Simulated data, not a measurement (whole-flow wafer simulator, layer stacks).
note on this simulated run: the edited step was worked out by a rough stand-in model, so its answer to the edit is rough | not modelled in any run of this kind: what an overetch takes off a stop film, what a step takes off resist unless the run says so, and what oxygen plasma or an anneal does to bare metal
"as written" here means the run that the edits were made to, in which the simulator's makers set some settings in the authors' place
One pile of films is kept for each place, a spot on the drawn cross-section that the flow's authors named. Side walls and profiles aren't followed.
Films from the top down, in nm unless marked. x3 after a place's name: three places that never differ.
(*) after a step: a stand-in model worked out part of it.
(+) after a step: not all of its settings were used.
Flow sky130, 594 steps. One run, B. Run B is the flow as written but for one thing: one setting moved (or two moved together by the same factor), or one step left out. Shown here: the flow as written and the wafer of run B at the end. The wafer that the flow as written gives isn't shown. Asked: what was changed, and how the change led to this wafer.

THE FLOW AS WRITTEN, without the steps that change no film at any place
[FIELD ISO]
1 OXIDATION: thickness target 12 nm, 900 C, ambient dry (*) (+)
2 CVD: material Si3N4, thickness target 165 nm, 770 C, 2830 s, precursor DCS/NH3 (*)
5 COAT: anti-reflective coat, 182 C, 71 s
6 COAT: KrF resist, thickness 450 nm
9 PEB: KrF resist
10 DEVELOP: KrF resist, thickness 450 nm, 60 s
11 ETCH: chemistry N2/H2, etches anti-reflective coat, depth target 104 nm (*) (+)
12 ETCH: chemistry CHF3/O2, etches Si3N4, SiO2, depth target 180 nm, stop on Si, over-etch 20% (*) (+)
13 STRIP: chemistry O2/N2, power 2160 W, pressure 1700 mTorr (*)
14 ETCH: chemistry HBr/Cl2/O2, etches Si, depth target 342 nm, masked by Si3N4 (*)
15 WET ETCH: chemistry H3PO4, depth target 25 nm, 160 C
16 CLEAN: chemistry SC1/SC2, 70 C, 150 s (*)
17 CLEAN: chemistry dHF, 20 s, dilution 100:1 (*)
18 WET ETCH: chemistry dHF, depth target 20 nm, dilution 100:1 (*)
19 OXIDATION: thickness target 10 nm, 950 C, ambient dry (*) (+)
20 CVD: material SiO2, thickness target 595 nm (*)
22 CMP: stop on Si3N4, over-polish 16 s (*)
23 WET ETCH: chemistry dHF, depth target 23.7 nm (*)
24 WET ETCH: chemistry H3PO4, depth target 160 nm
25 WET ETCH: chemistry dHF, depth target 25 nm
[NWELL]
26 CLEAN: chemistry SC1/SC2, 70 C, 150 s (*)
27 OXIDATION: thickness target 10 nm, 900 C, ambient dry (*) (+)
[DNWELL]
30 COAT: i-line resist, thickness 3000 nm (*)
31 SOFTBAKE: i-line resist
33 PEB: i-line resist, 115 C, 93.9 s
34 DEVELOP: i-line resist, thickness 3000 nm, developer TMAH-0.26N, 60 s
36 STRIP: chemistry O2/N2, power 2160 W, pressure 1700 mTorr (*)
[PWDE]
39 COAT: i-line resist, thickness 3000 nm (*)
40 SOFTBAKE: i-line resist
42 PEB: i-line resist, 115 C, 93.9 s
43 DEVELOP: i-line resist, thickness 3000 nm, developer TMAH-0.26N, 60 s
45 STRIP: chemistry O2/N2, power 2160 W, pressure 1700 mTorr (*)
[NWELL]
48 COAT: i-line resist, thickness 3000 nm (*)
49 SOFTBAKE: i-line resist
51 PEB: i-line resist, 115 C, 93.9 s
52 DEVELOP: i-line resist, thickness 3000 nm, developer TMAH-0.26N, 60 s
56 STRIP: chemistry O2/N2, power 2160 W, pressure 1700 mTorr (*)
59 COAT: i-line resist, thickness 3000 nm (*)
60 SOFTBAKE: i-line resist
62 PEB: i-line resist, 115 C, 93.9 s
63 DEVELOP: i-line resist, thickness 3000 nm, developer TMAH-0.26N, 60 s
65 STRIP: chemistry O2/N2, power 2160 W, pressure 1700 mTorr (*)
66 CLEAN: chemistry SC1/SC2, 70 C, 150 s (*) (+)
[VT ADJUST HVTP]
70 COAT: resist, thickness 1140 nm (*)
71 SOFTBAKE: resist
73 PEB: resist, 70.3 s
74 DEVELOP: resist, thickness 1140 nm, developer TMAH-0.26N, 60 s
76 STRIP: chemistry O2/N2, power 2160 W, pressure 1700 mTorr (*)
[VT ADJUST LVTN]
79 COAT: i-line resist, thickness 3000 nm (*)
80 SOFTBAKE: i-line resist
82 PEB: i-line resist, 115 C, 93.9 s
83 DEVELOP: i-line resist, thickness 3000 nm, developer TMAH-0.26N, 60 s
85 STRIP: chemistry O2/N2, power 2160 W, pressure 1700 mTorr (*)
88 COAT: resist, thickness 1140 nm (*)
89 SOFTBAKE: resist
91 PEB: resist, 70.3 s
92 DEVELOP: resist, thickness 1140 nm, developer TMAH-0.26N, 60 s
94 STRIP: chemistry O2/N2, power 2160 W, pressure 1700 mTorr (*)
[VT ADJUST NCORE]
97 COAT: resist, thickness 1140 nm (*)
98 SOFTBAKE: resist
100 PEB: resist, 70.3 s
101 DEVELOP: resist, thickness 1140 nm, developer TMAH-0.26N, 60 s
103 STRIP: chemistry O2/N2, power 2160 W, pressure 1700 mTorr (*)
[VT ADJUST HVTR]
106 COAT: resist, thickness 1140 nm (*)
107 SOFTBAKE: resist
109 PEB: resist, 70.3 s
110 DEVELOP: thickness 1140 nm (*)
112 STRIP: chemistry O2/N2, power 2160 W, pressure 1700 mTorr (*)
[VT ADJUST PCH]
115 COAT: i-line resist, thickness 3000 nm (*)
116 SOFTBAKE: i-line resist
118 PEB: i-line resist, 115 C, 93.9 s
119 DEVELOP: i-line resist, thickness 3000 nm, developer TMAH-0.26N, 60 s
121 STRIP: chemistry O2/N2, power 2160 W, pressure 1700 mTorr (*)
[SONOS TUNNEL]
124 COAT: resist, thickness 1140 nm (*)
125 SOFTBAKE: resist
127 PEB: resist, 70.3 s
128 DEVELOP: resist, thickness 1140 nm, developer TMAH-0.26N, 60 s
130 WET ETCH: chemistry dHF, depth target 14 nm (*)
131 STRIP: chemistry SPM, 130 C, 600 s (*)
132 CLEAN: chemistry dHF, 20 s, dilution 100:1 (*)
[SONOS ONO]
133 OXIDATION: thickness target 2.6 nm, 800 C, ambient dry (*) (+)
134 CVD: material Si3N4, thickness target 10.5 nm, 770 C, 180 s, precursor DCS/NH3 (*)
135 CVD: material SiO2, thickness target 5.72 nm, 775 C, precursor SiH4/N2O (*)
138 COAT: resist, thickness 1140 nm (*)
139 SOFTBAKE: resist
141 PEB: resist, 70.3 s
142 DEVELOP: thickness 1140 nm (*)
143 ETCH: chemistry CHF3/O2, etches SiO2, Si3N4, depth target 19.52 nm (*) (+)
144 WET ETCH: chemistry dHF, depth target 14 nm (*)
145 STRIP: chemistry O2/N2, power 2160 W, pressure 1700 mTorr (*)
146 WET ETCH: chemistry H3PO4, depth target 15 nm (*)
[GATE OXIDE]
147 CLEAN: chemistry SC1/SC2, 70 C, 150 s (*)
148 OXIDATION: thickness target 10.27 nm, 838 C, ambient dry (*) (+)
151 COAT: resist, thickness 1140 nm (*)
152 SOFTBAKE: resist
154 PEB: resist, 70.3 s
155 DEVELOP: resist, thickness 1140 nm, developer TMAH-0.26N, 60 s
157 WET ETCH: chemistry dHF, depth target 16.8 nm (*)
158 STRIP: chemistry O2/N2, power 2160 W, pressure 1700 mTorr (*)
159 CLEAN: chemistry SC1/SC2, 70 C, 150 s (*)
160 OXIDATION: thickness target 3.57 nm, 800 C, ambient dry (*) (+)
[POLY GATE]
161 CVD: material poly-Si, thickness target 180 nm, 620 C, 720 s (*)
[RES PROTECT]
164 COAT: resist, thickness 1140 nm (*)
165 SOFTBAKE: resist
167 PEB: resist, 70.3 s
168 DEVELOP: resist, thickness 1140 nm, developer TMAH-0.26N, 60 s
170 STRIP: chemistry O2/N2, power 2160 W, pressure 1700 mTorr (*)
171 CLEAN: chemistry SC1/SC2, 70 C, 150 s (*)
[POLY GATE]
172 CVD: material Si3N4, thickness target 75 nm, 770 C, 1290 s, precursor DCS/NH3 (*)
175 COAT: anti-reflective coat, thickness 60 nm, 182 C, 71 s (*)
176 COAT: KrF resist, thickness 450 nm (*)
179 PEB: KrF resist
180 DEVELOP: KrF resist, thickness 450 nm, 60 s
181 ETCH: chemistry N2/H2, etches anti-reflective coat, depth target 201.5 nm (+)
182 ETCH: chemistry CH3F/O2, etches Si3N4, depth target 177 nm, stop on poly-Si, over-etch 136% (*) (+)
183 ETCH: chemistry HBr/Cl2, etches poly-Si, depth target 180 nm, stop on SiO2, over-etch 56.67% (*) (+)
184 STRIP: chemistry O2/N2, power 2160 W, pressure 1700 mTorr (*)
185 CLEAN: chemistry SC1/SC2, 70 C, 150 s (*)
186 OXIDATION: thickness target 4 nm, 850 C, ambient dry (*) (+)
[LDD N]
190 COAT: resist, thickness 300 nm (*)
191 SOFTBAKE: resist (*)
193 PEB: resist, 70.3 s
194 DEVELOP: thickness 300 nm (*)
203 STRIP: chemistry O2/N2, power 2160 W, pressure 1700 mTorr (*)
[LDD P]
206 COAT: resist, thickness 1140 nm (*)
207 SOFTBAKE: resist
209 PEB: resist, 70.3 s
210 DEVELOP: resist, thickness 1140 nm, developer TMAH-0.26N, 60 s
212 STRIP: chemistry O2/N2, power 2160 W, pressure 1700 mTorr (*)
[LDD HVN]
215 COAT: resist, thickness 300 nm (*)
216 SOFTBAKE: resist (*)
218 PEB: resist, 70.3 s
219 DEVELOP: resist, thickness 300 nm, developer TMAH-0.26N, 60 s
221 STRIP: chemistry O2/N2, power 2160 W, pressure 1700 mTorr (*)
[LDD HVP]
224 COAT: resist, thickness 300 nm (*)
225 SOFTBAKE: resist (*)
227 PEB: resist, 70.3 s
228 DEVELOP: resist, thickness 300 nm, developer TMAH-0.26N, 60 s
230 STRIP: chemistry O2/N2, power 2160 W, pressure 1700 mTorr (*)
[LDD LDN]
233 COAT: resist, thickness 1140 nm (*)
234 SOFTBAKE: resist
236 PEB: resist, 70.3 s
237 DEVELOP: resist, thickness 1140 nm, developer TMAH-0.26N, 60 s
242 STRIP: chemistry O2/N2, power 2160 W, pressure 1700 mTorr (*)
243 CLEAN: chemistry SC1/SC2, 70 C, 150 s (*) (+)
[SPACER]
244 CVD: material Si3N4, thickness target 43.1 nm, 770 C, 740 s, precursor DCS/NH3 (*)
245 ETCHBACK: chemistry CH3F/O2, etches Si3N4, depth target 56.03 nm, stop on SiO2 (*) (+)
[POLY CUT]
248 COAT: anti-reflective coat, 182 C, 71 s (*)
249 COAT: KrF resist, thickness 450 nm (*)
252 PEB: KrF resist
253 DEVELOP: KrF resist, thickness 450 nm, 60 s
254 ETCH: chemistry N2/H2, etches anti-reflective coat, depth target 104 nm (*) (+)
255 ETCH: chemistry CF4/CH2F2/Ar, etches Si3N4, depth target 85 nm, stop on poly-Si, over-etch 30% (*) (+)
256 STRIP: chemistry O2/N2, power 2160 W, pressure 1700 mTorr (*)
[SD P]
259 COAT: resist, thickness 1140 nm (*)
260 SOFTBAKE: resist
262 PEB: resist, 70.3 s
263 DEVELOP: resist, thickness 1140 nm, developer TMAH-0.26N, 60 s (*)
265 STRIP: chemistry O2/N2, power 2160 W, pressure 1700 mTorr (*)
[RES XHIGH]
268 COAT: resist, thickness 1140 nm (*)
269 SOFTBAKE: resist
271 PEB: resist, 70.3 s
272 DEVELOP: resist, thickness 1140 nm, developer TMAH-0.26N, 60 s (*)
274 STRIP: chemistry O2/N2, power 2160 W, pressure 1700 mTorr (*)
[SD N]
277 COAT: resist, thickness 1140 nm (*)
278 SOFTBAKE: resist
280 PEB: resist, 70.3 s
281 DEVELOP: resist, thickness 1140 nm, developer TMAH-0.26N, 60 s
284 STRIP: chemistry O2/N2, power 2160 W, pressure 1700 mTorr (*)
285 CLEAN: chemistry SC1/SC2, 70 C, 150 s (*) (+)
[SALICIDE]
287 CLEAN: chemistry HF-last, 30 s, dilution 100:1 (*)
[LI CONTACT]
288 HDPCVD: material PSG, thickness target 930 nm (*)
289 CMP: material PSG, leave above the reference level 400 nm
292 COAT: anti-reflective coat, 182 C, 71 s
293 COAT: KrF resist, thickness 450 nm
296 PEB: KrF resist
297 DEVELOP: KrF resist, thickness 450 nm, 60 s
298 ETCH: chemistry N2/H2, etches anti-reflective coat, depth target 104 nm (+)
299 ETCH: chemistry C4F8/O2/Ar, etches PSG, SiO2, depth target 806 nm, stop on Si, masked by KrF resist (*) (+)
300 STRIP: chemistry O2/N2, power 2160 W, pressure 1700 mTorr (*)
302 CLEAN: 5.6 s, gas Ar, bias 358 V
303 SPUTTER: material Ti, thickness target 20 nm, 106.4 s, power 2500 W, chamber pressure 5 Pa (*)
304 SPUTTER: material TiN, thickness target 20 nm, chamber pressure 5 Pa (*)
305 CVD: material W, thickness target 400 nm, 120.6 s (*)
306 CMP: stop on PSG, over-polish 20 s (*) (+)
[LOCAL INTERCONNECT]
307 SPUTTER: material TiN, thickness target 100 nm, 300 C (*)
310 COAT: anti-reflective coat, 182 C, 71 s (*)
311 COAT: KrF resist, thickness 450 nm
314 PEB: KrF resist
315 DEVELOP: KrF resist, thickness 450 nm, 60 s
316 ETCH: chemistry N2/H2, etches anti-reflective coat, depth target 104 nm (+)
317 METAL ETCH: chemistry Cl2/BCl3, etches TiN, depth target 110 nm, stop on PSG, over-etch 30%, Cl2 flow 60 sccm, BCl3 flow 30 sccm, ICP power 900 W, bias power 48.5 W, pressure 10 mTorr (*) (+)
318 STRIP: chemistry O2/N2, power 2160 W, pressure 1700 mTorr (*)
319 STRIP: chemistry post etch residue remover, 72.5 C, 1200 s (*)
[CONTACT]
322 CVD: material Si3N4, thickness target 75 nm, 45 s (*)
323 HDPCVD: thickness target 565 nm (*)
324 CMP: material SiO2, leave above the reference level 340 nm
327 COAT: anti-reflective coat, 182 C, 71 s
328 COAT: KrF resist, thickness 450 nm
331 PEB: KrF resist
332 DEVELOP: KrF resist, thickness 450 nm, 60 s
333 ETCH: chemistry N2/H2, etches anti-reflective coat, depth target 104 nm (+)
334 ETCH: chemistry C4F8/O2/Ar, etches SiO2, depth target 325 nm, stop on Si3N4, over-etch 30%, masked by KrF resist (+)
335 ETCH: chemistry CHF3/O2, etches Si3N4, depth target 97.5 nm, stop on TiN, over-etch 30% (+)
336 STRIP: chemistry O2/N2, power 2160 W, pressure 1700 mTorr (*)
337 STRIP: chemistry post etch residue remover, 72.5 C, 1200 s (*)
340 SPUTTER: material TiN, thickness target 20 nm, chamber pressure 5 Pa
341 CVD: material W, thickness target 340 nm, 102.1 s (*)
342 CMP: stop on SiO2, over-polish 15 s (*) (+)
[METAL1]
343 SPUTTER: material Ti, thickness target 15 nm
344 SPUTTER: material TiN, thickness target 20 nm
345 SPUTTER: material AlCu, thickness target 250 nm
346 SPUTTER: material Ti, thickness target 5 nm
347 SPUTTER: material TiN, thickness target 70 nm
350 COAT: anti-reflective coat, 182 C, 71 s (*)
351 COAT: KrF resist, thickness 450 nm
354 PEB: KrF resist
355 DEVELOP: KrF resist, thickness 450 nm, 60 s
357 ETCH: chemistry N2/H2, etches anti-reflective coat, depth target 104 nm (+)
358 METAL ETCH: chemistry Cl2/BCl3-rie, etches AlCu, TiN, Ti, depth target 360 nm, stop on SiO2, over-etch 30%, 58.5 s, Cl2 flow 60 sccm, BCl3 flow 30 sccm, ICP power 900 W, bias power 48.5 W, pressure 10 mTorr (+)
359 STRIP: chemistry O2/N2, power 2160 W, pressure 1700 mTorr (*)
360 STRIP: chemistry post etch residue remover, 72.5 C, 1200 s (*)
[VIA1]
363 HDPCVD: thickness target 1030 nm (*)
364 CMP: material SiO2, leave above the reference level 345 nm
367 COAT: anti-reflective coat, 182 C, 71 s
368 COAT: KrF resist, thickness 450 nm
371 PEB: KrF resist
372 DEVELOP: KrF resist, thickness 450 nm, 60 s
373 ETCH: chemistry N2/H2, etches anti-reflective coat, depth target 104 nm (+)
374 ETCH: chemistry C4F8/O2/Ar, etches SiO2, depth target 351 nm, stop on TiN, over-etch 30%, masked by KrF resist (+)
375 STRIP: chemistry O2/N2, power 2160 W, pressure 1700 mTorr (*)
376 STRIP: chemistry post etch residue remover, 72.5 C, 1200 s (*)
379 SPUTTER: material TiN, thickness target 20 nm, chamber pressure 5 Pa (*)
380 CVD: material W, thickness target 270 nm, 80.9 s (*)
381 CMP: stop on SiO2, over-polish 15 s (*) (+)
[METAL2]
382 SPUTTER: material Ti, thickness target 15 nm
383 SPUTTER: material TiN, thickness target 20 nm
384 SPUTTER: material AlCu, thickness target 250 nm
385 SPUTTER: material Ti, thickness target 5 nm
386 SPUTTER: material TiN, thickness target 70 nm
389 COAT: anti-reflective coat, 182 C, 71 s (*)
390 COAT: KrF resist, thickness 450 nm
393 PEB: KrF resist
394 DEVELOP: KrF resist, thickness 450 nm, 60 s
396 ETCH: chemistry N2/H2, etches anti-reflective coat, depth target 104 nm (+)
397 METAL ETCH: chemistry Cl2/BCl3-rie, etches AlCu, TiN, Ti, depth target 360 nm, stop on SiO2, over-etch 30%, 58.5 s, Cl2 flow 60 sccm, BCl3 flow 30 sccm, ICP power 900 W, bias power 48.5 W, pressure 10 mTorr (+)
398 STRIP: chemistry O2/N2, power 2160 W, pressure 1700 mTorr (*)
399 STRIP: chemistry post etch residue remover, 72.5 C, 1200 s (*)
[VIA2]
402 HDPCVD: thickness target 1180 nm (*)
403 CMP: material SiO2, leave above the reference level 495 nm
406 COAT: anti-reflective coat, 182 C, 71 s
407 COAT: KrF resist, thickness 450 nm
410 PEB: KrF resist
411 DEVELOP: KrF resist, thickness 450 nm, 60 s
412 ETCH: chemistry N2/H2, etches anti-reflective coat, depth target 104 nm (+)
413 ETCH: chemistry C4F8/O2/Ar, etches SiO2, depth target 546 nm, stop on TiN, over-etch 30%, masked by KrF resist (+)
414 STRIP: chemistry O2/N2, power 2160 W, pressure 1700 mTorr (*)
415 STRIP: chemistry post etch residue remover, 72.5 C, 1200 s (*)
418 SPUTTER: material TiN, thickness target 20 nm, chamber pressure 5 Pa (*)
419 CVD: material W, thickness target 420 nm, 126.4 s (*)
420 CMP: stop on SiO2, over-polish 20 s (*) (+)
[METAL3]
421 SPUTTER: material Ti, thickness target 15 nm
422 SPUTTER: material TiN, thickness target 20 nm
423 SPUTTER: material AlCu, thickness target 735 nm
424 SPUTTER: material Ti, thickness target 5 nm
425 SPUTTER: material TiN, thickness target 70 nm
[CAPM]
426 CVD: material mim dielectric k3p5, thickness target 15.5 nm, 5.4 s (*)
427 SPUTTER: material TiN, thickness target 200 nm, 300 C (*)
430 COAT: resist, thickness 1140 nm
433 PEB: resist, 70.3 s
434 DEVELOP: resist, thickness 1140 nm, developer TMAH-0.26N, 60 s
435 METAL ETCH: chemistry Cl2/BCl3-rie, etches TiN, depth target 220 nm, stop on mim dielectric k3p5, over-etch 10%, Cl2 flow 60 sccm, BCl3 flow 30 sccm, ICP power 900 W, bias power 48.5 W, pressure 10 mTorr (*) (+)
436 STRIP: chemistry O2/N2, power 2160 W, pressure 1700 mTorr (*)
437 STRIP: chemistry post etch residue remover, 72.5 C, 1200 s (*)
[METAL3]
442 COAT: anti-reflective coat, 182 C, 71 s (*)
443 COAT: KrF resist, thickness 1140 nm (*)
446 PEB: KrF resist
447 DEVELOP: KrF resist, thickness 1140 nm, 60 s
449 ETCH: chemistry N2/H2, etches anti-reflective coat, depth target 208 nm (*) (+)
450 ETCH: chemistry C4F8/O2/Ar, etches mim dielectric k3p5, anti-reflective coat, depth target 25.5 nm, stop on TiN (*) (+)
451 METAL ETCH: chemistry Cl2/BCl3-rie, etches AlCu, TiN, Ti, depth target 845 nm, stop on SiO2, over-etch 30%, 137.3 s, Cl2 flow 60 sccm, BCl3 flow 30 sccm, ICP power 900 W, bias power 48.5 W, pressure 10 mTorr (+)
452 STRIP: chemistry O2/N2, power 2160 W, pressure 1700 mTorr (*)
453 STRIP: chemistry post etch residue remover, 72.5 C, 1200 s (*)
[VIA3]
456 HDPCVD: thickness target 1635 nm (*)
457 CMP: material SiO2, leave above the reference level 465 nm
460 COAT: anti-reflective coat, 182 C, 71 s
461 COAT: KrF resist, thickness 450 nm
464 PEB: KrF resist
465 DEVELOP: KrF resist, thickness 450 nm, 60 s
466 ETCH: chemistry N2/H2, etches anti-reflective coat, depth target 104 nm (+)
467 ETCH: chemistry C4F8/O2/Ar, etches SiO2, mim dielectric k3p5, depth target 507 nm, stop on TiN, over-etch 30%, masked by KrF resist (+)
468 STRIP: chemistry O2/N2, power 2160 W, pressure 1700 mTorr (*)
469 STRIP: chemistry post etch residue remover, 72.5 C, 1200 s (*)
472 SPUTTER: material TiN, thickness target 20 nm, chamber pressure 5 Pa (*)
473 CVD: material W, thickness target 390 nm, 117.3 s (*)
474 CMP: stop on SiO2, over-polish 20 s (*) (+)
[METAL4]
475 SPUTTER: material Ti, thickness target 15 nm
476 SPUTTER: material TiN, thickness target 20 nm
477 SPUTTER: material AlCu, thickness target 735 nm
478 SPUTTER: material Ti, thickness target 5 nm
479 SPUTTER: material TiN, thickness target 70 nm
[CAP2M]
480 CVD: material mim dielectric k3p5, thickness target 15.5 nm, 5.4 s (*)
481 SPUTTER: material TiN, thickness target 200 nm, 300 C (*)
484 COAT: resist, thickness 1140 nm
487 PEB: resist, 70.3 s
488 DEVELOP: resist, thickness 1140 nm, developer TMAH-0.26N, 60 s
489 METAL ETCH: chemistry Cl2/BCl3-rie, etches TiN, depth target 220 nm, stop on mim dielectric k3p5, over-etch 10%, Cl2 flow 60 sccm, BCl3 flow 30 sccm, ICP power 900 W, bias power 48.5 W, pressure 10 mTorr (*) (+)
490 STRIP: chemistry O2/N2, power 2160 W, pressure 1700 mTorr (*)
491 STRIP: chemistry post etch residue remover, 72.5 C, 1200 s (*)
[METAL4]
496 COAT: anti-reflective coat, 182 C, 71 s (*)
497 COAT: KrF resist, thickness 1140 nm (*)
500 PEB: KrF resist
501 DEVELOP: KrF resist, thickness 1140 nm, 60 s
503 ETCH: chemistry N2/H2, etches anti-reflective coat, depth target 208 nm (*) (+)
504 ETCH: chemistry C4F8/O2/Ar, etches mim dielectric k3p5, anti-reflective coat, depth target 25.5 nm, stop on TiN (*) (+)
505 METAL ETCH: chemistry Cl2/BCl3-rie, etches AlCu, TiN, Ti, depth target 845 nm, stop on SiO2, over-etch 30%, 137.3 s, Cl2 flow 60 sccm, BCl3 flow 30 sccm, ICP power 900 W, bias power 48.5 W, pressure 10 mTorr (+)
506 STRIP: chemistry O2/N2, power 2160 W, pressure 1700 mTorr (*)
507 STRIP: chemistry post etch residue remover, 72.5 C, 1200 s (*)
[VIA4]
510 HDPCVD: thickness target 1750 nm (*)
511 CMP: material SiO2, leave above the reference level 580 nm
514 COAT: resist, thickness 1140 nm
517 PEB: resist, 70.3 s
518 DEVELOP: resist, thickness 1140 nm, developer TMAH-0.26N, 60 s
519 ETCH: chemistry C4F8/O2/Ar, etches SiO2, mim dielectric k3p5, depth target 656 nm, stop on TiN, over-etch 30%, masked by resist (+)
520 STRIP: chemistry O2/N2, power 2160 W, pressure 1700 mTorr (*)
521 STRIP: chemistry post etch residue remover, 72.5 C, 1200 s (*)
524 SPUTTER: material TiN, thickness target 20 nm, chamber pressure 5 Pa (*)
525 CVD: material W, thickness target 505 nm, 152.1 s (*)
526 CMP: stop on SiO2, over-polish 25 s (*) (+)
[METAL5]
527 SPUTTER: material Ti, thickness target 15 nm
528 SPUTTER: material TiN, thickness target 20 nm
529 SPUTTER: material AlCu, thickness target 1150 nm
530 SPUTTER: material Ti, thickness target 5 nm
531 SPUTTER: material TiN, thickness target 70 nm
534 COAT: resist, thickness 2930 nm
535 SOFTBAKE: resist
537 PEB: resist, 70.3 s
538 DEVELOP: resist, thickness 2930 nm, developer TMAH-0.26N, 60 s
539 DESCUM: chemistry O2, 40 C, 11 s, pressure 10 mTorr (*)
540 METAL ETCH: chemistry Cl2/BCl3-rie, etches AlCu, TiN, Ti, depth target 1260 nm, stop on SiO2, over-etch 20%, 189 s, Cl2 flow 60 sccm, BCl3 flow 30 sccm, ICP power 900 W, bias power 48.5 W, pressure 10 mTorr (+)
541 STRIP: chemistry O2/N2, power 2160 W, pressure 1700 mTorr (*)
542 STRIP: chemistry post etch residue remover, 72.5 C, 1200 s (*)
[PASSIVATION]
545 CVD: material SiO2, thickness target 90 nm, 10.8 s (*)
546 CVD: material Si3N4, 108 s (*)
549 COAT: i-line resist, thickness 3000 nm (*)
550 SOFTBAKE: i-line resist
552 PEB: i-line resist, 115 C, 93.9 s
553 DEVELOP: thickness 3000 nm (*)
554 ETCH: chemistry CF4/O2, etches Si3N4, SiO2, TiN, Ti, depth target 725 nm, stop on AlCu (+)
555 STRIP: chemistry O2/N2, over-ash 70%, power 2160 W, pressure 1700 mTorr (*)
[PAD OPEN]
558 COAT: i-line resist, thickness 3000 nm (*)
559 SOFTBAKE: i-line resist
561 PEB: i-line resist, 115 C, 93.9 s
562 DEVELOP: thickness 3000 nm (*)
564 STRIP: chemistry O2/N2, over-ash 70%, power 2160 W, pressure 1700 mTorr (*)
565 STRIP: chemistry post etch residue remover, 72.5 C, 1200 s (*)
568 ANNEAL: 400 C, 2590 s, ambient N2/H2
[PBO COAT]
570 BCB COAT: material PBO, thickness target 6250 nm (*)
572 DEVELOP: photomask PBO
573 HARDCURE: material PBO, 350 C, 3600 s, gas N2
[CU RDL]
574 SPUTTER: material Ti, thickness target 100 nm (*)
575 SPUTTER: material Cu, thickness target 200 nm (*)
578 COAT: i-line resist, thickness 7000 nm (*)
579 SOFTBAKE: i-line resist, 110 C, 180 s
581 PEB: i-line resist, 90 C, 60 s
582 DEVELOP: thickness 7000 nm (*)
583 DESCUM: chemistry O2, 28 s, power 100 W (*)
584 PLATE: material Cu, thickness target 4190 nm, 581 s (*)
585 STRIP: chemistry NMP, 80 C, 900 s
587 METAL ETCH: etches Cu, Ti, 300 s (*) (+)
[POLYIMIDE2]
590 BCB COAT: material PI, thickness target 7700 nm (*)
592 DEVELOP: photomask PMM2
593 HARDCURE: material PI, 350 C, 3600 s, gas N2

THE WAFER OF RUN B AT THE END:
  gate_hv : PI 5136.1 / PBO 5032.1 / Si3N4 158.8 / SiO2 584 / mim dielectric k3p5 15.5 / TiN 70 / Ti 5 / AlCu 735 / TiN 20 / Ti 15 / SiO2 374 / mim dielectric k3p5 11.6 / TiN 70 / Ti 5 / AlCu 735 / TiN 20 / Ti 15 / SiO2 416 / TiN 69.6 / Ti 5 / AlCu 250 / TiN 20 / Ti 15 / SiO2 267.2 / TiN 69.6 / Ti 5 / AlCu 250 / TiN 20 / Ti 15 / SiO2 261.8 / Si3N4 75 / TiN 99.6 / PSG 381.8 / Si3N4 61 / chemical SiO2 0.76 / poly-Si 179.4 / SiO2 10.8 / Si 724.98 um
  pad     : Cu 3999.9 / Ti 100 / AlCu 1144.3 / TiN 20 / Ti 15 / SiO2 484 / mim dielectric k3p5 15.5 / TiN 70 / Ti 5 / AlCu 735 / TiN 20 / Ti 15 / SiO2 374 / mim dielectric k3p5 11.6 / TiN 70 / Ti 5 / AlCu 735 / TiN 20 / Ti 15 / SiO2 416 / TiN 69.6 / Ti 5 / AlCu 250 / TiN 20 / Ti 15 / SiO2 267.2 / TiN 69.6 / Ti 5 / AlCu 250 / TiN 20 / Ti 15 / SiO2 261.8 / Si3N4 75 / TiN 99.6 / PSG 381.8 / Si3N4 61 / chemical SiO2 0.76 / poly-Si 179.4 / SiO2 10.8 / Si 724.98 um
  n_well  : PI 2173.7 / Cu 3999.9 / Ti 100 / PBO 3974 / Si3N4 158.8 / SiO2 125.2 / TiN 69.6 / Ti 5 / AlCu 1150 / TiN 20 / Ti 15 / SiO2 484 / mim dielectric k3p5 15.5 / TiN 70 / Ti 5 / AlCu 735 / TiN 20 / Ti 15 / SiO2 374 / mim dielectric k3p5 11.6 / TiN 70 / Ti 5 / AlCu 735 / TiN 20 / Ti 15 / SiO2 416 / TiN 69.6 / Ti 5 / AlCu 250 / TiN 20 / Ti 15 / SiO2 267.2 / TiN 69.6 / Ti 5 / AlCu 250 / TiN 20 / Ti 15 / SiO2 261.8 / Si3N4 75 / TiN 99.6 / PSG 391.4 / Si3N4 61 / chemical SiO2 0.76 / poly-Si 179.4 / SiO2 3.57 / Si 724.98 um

The cause: step 426, CVD: thickness target 11.6 nm was run, where the flow has thickness target 15.5 nm; step 426, CVD: 4.05 s was run, where the flow has 5.4 s.
It can be read off the wafer: gate_hv has mim dielectric k3p5 11.6, and step 426 as written asks for 15.5 nm.

How the change led to this, step by step:
  426 CVD: material mim dielectric k3p5, thickness target 15.5 nm, 5.4 s (*)
      field, active, n_well and 188 more: mim dielectric k3p5 +11.6 (new film) (as written it would be: mim dielectric k3p5 +15.5 (new film))
  450 ETCH: chemistry C4F8/O2/Ar, etches mim dielectric k3p5, anti-reflective coat, depth target 25.5 nm, stop on TiN (*) (+)
      n_well, p_well, gate_hv and 104 more: KrF resist -11.6 (as written it would be: KrF resist -15.5)
      field, active, gate and 82 more: mim dielectric k3p5 -11.6 (all of it) (as written it would be: mim dielectric k3p5 -15.5 (all of it))
  467 ETCH: chemistry C4F8/O2/Ar, etches SiO2, mim dielectric k3p5, depth target 507 nm, stop on TiN, over-etch 30%, masked by KrF resist (+)
      m1: SiO2 -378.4 (all of it), mim dielectric k3p5 -11.6 (all of it) (as written it would be: SiO2 -374.5 (all of it), mim dielectric k3p5 -15.5 (all of it))
      via3_hole: SiO2 -377.8 (all of it), mim dielectric k3p5 -11.6 (all of it) (as written it would be: SiO2 -373.9 (all of it), mim dielectric k3p5 -15.5 (all of it))
